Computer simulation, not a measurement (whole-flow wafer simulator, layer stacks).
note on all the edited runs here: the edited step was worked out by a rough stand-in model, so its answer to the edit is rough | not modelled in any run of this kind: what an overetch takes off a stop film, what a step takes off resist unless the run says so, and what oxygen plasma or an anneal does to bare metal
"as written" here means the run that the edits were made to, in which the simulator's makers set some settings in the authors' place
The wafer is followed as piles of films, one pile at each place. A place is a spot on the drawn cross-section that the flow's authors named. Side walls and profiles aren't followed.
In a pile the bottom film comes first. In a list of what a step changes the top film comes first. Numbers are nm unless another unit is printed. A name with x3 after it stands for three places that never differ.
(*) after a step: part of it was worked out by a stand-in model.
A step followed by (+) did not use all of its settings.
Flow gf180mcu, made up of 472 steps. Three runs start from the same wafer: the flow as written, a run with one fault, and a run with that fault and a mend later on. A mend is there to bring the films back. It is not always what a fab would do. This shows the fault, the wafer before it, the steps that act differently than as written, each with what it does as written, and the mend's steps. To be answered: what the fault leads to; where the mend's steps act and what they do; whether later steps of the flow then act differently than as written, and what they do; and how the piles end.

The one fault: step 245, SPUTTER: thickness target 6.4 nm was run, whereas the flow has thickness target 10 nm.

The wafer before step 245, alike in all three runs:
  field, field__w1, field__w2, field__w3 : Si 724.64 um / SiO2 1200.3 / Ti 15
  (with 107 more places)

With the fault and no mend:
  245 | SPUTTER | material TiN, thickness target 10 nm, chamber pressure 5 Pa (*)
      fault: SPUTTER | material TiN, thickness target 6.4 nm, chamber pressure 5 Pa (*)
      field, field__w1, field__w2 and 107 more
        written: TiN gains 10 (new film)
        fault: TiN gains 6.4 (new film)
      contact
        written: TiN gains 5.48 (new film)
        fault: TiN gains 3.51 (new film)
  Steps later in the flow that act otherwise than as written (1 other step is not shown; it differs only slightly, by no more than 2% or 0.5 nm, whichever is larger):
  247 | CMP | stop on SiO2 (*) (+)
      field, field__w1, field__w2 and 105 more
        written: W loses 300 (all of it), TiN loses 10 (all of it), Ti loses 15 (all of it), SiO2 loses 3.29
        fault: W loses 300 (all of it), TiN loses 6.4 (all of it), Ti loses 15 (all of it), SiO2 loses 3.25
  At contact, polyc_n, polyc_p, the piles at the end differ from the flow's by more than 2% or 0.5 nm, whichever is larger.
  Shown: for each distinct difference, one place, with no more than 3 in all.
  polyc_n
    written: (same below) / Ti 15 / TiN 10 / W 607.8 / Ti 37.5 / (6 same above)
    fault: (same below) / Ti 15 / TiN 6.4 / W 611.4 / Ti 37.5 / (6 same above)
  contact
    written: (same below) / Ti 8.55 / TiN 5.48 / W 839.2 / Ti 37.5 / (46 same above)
    fault: (same below) / Ti 8.55 / TiN 3.51 / W 841.2 / Ti 37.5 / (46 same above)

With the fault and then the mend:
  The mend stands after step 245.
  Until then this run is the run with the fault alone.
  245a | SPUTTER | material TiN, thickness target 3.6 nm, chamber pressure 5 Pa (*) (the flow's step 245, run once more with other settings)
      field, field__w1, field__w2 and 107 more
        TiN gains 3.6
      contact
        TiN gains 1.97
  None of the later steps of the flow acts differently than as written at any place that is followed.
  By the end, the piles equal the flow's at every place that both follow.
